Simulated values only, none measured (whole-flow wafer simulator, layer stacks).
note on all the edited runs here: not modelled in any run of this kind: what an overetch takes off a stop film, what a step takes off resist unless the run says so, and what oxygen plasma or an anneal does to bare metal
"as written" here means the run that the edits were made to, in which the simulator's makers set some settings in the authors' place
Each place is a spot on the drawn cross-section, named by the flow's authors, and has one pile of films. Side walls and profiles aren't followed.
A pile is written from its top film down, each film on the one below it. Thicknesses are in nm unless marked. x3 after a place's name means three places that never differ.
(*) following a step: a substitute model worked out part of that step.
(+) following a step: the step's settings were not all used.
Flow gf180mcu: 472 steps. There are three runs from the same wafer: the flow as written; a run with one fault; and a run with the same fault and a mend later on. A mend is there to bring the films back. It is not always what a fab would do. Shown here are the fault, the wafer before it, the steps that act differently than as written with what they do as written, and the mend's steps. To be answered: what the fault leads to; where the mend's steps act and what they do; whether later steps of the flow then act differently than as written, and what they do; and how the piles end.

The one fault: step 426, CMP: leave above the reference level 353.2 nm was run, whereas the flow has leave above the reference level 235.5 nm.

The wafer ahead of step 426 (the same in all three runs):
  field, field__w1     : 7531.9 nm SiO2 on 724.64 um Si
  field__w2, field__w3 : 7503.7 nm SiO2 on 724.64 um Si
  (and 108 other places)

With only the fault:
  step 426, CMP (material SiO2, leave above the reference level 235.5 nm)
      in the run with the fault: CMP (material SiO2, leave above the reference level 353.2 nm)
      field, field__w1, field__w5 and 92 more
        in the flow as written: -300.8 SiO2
        in the run with the fault: -183.1 SiO2
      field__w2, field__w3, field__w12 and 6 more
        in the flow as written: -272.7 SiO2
        in the run with the fault: -155 SiO2
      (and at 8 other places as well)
  Steps later in the flow that act otherwise than as written (1 other step is not shown; it differs only slightly, by no more than 2% or 0.5 nm, whichever is larger):
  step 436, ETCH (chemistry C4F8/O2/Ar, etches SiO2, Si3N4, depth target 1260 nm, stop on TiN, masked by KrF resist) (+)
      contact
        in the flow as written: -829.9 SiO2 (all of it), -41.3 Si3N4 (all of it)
        in the run with the fault: -947.6 SiO2 (all of it), -41.3 Si3N4 (all of it)
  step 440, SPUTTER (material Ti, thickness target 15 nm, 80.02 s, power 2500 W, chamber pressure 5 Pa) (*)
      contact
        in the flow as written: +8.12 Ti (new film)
        in the run with the fault: +7.59 Ti (new film)
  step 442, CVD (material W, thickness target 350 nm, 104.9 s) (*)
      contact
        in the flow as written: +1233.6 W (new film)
        in the run with the fault: +1352.2 W (new film)
  The piles end different from the flow's at field__w4, field__w8, contact, m1, m1__w1, mim, mim_1p0, m1_nw by more than 2% or 0.5 nm, whichever is larger.
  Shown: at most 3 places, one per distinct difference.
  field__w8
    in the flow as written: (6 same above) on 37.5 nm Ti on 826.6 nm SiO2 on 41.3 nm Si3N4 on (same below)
    in the run with the fault: (6 same above) on 37.5 nm Ti on 944.3 nm SiO2 on 41.3 nm Si3N4 on (same below)
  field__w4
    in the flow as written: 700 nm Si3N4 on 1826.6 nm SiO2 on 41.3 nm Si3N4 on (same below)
    in the run with the fault: 700 nm Si3N4 on 1944.3 nm SiO2 on 41.3 nm Si3N4 on (same below)
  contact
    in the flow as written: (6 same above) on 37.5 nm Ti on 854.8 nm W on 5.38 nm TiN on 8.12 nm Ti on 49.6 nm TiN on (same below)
    in the run with the fault: (6 same above) on 37.5 nm Ti on 973.4 nm W on 5.03 nm TiN on 7.59 nm Ti on 49.6 nm TiN on (same below)

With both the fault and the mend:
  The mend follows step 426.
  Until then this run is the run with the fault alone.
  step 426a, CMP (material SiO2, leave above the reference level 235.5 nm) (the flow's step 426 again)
      field, field__w1, field__w2 and 109 more
        -117.7 SiO2
  Every later step of the flow that is run acts as written at every place that is followed.
  The piles end the same as the flow's at every place that both follow.
